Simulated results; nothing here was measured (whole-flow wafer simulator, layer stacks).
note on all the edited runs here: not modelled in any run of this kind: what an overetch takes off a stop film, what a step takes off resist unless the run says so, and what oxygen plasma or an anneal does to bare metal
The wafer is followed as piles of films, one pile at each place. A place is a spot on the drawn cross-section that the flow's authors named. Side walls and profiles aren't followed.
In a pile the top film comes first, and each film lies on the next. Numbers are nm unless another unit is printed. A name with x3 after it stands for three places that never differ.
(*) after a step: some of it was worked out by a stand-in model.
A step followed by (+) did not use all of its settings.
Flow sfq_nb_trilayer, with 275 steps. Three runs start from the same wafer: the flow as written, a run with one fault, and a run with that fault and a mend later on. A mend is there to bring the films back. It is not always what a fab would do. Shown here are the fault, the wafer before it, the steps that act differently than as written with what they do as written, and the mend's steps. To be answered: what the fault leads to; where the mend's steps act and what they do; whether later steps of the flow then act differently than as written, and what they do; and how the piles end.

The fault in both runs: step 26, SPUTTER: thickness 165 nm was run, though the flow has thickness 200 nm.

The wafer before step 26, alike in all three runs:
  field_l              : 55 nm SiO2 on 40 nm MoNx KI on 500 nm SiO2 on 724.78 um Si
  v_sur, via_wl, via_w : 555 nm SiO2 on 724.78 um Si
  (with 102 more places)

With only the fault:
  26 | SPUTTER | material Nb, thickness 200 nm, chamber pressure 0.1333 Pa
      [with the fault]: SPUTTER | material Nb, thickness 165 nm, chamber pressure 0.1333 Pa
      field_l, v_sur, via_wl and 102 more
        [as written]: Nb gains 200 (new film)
        [with the fault]: Nb gains 165 (new film)
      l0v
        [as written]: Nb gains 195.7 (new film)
        [with the fault]: Nb gains 160.7 (new film)
  Steps further on in the flow that do not act as written (not shown: 4 more steps that differ only slightly, by at most 2% or 0.5 nm, whichever is larger):
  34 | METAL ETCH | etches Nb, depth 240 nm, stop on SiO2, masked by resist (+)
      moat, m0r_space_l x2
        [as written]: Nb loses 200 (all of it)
        [with the fault]: Nb loses 165 (all of it)
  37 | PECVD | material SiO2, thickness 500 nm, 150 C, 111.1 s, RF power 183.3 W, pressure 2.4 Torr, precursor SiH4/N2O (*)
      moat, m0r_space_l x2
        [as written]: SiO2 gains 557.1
        [with the fault]: SiO2 gains 522.1
  At field_l, v_sur, via_wl and 100 more, the piles at the end differ from the flow's by more than 2% or 0.5 nm, whichever is larger.
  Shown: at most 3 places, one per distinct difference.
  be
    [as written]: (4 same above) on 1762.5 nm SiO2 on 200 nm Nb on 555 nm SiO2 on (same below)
    [with the fault]: (4 same above) on 1762.5 nm SiO2 on 165 nm Nb on 555 nm SiO2 on (same below)
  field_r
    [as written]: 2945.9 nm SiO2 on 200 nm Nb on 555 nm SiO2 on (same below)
    [with the fault]: 2945.9 nm SiO2 on 165 nm Nb on 555 nm SiO2 on (same below)
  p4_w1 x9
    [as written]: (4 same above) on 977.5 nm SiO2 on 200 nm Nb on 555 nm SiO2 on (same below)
    [with the fault]: (4 same above) on 977.5 nm SiO2 on 165 nm Nb on 555 nm SiO2 on (same below)

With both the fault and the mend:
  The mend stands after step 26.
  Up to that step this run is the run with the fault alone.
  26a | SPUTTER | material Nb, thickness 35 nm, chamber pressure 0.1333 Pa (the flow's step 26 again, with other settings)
      field_l, via_wl, via_w and 100 more
        Nb gains 35
      v_sur
        Nb gains 33.8
      lsp_r
        Nb gains 34.4
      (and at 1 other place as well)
  Every later step of the flow that is run acts as written, at every place that is followed, to within 2% or 0.5 nm, whichever is larger.
  When the end is reached, the piles differ only a little from the flow's at the places that both follow, at most by 2% or 0.5 nm, whichever is larger.
